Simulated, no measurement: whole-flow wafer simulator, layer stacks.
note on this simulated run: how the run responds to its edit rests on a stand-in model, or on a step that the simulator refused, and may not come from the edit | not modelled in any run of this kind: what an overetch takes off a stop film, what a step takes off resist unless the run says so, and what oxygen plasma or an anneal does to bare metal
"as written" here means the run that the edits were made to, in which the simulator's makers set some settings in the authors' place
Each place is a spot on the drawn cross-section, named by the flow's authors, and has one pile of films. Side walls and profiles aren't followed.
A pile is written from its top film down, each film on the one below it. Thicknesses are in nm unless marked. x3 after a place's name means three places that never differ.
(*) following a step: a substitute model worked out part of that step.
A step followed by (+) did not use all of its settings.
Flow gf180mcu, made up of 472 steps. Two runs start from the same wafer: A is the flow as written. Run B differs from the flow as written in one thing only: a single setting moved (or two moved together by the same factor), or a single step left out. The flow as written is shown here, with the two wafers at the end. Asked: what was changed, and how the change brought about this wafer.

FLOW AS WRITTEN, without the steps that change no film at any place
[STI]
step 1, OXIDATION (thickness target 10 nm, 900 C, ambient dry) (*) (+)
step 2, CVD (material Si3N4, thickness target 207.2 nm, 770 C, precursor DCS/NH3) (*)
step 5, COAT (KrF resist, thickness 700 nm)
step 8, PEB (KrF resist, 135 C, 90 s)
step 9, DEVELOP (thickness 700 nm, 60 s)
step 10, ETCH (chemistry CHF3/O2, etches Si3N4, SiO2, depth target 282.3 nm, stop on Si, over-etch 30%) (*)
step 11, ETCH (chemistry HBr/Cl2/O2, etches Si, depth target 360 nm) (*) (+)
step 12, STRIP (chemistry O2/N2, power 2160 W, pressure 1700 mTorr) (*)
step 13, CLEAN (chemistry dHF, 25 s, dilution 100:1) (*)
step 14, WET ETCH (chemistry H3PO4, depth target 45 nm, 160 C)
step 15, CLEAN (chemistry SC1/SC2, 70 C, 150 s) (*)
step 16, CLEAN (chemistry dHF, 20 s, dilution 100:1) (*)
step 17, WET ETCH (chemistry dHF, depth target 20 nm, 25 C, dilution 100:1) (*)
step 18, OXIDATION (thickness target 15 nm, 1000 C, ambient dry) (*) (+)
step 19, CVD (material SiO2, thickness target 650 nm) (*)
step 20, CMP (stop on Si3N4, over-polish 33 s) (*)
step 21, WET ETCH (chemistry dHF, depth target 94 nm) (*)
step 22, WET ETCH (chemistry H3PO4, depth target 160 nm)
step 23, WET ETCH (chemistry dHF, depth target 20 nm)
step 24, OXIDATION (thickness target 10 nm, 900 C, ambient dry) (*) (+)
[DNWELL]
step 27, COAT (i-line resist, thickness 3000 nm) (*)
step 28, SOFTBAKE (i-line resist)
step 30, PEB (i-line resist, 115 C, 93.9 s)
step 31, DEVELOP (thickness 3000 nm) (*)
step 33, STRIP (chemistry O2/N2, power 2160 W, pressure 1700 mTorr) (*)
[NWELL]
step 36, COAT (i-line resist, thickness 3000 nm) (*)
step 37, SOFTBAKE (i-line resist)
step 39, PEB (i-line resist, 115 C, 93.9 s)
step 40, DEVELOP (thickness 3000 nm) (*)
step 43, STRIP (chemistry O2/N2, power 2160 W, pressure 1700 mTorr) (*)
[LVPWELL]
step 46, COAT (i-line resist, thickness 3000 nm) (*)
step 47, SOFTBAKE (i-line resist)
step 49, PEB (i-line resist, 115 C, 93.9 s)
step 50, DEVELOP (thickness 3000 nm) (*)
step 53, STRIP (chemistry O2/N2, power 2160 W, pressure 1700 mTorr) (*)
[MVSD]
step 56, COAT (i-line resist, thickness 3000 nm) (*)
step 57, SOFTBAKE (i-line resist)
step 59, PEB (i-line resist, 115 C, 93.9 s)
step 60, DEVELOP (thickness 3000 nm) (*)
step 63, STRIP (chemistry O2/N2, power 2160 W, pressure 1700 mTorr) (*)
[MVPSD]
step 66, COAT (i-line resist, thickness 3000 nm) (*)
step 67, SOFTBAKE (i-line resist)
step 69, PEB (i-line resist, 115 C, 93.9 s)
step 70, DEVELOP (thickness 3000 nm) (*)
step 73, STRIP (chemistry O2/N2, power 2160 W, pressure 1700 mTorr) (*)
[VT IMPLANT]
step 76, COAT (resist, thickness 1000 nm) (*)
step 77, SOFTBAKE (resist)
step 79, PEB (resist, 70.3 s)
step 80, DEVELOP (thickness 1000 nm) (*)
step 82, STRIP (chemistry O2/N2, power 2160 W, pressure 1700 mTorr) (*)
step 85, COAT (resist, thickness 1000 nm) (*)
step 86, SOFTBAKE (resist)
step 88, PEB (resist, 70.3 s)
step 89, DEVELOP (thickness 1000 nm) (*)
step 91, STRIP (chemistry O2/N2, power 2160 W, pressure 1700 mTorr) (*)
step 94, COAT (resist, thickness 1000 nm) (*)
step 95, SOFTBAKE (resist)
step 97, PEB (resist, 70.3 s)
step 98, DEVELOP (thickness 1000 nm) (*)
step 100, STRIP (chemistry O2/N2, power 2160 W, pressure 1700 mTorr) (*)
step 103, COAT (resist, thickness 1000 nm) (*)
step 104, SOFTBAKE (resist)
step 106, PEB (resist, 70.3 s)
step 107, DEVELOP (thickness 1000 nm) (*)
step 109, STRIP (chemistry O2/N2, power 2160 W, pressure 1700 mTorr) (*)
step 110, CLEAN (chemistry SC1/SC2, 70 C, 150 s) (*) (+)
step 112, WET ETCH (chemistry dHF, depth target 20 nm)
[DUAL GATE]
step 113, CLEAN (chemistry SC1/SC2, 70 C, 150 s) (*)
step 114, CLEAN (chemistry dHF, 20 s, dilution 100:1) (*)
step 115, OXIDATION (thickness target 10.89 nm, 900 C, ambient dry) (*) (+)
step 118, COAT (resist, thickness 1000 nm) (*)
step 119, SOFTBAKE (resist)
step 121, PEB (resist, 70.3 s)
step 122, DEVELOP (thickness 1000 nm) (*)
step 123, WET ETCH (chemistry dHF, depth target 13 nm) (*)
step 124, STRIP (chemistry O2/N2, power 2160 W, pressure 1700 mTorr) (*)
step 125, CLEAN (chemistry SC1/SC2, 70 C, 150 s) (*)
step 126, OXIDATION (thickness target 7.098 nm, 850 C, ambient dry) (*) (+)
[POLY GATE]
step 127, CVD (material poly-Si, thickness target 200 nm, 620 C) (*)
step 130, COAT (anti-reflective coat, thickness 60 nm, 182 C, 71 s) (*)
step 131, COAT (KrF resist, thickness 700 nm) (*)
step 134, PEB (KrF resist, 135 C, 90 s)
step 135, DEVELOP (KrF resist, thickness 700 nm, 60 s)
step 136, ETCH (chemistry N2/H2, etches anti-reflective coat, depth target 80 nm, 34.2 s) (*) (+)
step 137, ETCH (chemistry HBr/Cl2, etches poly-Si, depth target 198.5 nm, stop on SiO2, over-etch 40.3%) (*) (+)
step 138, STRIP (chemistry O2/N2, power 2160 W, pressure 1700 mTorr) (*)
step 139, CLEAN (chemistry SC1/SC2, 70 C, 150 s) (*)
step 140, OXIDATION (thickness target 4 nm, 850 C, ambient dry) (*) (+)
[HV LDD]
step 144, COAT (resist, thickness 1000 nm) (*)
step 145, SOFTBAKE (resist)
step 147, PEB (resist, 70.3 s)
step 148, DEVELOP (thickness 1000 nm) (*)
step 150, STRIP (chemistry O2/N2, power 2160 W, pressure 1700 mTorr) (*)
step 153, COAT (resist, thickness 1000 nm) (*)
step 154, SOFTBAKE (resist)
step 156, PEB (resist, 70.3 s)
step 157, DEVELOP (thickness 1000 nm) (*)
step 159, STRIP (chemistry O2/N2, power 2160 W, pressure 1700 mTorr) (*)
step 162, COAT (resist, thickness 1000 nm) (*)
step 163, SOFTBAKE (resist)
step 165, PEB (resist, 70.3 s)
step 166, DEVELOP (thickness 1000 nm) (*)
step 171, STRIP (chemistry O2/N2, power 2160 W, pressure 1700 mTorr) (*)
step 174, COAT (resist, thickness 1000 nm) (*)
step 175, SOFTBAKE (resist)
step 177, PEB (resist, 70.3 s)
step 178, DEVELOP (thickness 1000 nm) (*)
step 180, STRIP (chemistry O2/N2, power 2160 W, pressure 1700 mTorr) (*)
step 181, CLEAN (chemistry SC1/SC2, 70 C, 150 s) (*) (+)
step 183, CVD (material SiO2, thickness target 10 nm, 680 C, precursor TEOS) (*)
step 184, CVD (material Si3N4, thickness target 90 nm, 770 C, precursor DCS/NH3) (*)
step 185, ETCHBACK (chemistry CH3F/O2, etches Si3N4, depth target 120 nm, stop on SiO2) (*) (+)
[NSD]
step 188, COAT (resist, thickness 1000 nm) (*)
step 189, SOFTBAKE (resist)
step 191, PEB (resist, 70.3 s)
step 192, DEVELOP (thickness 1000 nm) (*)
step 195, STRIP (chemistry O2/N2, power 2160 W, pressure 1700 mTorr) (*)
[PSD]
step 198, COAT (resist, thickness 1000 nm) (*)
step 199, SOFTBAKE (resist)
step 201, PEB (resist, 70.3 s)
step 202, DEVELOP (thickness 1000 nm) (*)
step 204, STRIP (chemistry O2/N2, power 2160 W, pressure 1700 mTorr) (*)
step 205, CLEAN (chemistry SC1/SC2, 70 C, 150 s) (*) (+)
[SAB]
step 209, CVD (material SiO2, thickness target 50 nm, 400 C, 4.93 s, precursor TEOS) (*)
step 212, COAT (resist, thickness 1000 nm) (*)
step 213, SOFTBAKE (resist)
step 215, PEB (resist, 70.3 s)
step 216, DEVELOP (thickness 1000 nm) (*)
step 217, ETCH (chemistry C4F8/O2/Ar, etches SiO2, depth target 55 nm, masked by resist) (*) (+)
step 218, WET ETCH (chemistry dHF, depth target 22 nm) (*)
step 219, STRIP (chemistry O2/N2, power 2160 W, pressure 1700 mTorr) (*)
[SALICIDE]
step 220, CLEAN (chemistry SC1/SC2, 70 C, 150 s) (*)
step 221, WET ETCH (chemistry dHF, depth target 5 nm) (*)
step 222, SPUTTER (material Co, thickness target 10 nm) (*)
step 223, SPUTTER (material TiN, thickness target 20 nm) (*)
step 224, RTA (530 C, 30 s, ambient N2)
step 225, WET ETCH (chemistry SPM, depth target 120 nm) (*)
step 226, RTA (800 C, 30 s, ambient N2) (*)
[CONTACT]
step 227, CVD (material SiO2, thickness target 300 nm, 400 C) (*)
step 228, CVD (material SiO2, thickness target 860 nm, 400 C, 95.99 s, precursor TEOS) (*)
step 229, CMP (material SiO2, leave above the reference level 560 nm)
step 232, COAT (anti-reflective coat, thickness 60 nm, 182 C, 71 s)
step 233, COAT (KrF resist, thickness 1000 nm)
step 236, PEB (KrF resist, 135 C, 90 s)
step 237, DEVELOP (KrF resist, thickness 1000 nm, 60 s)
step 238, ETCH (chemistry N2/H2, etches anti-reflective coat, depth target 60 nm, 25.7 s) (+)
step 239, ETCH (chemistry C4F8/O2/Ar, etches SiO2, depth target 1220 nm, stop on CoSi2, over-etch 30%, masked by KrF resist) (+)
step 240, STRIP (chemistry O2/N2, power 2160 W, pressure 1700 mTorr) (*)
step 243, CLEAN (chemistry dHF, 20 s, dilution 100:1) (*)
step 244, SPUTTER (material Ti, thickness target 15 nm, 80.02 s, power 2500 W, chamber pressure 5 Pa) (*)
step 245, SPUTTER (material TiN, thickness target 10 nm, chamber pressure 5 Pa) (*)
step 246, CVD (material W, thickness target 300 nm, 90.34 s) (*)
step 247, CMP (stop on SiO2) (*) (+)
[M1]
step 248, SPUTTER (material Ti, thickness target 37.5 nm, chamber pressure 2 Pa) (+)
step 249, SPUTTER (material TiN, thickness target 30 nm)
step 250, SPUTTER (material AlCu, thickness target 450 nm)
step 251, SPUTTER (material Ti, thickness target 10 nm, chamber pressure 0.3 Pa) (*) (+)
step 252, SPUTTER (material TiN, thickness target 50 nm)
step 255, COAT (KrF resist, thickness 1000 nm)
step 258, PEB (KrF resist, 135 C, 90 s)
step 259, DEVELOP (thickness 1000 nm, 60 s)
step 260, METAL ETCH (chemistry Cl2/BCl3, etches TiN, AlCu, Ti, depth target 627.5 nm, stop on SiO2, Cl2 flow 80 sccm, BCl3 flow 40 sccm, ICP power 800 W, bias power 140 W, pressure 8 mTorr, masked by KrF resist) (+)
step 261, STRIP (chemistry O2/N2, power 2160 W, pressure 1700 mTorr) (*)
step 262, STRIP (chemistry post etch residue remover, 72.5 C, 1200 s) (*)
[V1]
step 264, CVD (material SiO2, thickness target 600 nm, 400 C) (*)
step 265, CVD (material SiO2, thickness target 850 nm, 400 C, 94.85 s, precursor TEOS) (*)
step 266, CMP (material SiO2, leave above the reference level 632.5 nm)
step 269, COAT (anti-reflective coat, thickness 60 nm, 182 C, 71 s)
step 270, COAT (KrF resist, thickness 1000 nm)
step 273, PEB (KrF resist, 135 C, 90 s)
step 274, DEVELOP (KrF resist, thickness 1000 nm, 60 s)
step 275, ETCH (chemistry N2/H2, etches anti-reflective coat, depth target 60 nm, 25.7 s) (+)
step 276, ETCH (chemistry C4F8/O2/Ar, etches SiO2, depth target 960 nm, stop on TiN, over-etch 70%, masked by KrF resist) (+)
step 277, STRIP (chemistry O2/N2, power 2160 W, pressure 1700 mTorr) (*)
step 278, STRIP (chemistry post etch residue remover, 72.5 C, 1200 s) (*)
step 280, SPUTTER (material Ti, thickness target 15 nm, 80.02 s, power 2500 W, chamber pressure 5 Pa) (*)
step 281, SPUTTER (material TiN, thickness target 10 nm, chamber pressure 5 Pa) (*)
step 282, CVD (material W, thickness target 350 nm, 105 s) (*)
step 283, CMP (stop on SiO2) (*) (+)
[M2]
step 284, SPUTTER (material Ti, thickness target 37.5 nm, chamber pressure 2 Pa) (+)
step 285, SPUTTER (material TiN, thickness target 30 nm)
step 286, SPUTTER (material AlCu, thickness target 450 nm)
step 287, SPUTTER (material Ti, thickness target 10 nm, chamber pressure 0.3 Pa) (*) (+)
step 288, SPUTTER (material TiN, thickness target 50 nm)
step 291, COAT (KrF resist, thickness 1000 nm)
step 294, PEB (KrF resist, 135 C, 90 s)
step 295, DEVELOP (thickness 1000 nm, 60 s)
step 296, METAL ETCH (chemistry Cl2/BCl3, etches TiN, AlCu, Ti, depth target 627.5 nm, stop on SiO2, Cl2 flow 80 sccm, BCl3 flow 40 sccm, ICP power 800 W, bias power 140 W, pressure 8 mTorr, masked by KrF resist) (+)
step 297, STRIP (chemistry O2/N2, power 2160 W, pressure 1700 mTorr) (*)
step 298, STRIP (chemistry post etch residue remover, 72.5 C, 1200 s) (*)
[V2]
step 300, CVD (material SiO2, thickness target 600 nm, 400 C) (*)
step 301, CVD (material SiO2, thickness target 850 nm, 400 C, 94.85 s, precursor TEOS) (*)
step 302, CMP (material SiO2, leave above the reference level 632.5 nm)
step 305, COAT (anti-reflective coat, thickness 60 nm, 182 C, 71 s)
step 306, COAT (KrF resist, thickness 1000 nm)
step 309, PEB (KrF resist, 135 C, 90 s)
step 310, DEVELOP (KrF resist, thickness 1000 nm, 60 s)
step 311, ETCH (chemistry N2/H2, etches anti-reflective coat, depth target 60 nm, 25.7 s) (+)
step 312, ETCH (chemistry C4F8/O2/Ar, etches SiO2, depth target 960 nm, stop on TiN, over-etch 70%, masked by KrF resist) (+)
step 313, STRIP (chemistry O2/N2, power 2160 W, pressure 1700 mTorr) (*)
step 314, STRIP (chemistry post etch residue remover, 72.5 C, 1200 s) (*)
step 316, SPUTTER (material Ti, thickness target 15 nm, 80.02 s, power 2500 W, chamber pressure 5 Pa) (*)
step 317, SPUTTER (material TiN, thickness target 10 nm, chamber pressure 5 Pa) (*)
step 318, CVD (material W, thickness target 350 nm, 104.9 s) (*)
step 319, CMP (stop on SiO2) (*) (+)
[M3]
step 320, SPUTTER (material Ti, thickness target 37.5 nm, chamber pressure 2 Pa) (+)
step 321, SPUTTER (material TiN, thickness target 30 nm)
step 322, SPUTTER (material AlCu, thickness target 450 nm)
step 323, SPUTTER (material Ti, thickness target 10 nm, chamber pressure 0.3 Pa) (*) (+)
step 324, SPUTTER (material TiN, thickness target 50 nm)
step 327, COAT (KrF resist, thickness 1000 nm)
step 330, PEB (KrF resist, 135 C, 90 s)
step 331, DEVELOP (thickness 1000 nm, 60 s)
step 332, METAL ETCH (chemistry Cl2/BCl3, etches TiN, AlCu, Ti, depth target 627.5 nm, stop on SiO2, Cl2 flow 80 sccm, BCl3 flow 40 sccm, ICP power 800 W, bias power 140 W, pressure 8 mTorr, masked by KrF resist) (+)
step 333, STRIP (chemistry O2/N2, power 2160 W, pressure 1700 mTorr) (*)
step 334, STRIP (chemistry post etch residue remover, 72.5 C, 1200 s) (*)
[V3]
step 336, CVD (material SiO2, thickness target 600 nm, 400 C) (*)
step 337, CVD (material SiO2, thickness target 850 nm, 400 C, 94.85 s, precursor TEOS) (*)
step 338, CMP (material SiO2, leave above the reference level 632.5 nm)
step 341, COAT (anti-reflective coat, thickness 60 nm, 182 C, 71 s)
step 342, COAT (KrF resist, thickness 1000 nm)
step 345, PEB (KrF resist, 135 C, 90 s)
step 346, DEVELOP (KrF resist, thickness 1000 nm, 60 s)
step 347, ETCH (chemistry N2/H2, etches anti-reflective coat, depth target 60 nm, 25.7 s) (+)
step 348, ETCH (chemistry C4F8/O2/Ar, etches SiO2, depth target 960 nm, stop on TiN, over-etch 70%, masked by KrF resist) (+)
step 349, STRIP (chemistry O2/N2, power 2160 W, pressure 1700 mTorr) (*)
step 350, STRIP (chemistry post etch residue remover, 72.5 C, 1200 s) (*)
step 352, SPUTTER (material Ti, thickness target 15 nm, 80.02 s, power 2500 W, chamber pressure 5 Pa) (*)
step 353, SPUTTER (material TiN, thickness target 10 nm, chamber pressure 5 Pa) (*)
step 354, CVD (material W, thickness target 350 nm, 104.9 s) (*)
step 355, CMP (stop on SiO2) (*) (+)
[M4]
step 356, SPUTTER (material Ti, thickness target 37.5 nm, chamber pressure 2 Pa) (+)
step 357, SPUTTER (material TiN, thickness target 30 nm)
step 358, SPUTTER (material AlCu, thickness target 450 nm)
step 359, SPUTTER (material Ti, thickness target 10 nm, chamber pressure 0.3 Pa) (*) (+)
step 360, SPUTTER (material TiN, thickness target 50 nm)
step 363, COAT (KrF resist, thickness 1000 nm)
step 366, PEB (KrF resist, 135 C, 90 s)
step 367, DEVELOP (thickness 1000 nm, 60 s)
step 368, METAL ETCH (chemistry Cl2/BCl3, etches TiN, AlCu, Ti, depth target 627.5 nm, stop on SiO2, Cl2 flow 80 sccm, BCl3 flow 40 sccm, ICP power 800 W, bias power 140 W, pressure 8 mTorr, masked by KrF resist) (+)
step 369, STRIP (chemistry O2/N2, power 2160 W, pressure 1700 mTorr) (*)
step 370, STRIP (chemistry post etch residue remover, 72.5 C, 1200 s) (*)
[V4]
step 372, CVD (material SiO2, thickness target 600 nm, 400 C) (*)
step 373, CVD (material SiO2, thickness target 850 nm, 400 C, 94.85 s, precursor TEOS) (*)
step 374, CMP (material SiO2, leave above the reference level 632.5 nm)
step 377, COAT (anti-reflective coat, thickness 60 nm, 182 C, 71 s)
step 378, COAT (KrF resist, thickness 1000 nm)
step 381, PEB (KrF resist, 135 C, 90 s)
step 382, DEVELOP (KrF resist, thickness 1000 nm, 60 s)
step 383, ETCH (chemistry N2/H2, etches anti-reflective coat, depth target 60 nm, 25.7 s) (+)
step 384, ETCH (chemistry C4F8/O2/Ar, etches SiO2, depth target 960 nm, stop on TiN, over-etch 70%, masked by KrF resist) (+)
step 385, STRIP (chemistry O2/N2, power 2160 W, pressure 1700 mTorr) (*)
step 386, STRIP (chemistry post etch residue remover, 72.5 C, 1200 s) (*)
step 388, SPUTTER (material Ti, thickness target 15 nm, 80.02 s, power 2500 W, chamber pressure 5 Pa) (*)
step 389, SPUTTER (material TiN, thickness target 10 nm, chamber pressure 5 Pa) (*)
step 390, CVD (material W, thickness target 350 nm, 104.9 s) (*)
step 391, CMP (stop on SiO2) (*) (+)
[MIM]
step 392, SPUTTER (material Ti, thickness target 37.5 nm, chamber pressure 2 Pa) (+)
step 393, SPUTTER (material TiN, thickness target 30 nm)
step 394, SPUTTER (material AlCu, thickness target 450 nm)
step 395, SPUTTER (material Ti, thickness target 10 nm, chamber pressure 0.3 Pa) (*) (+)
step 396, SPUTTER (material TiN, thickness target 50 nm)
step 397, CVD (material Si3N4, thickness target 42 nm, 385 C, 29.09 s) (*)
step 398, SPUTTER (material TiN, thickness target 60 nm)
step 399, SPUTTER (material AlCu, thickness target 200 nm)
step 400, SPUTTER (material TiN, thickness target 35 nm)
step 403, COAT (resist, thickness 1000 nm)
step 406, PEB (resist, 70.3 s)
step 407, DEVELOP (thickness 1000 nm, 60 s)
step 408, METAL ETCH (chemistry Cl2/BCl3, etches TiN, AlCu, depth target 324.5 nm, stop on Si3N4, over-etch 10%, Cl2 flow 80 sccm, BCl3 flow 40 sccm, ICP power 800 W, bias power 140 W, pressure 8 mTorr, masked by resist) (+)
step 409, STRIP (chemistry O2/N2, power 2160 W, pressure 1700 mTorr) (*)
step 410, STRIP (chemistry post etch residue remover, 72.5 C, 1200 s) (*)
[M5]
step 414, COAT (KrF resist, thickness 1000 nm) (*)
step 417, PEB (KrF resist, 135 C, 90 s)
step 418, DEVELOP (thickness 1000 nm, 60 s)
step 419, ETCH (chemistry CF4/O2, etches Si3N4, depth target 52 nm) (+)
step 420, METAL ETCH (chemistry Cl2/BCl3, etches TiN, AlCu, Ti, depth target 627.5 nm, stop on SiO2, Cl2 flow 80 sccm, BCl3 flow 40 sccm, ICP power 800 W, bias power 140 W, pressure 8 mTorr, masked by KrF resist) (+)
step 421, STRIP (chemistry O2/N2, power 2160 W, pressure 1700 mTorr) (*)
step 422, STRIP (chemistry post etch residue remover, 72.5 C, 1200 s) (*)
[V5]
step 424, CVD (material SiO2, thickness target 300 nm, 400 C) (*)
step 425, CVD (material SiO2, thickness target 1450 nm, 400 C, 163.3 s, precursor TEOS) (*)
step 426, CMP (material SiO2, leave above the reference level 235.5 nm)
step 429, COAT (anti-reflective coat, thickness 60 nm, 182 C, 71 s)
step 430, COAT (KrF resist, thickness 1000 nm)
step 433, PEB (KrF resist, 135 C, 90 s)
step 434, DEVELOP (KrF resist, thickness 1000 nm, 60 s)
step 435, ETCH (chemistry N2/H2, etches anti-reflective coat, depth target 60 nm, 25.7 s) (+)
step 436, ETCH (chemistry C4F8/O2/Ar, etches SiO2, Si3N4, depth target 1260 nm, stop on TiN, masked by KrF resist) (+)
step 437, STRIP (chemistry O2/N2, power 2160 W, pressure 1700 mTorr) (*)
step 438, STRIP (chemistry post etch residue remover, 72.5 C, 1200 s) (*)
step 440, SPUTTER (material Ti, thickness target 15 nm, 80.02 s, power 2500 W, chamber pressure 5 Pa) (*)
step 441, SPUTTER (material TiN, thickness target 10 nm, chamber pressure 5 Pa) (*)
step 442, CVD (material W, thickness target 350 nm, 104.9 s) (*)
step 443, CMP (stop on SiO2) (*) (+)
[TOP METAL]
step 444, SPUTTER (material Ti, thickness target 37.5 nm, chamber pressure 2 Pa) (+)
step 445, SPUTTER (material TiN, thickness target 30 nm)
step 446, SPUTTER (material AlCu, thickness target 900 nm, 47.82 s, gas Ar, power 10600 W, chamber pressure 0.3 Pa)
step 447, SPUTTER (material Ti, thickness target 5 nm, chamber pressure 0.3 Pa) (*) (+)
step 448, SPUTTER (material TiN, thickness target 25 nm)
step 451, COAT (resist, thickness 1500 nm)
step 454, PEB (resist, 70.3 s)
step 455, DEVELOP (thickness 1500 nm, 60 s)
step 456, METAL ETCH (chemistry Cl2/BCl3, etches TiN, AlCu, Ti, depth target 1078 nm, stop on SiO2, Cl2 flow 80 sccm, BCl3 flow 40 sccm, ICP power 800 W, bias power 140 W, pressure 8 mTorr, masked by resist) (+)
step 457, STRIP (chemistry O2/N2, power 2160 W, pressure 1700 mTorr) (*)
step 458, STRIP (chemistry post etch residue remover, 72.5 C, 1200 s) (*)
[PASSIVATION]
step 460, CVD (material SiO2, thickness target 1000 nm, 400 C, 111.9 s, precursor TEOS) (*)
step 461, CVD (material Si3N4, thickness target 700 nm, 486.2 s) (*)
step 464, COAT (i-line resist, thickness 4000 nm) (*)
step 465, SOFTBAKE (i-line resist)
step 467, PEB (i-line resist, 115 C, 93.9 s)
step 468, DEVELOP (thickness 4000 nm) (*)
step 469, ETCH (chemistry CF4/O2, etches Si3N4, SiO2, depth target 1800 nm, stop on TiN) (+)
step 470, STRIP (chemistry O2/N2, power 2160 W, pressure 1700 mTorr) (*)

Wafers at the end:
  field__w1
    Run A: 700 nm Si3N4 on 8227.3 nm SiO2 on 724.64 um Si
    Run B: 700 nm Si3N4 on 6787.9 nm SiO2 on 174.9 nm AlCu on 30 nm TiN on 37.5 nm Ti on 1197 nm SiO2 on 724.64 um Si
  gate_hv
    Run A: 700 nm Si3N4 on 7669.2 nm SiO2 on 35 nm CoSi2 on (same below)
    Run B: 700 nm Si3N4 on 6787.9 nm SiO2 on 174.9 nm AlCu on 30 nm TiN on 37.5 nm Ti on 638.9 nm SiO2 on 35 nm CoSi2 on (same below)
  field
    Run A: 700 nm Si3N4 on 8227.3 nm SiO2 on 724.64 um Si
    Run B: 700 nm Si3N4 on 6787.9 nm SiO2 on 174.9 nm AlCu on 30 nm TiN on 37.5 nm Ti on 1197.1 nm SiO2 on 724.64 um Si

The reason: step 260, METAL ETCH: depth target 329.4 nm was run, though the flow has depth target 627.5 nm.

Step by step, how the change led to this:
  step 260, METAL ETCH (chemistry Cl2/BCl3, etches TiN, AlCu, Ti, depth target 627.5 nm, stop on SiO2, Cl2 flow 80 sccm, BCl3 flow 40 sccm, ICP power 800 W, bias power 140 W, pressure 8 mTorr, masked by KrF resist) (+)
      field, field__w1, field__w2 and 99 more: A TiN loses 50 (all of it), Ti loses 10 (all of it), AlCu loses 450 (all of it), TiN loses 30 (all of it), Ti loses 37.5 (all of it) | B TiN loses 50 (all of it), Ti loses 10 (all of it), AlCu loses 269.4
      field__w8, contact, m1 and 6 more: A KrF resist loses 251 | B KrF resist loses 131.8
  step 261, STRIP (chemistry O2/N2, power 2160 W, pressure 1700 mTorr) (*)
      field__w8, contact, m1 and 6 more: A KrF resist loses 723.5 (all of it) | B KrF resist loses 842.8 (all of it)
  step 262, STRIP (chemistry post etch residue remover, 72.5 C, 1200 s) (*)
      field, field__w1, field__w2 and 99 more: A nothing | B AlCu loses 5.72
  step 264, CVD (material SiO2, thickness target 600 nm, 400 C) (*)
      field, field__w1, field__w2 and 99 more: A SiO2 gains 600 | B SiO2 gains 600 (new film)
  step 266, CMP (material SiO2, leave above the reference level 632.5 nm)
      field, field__w1, field__w2 and 99 more: A SiO2 loses 300 | B SiO2 loses 542.4
If metal films that touch count as one body, field__w1 has 1 body; the flow as written gives 0 bodies.
If metal films that touch count as one body, gate_hv has 2 bodies (between them, from the top down: SiO2 638.9); the flow as written gives 1 body.
If metal films that touch count as one body, field has 1 body; the flow as written gives 0 bodies.
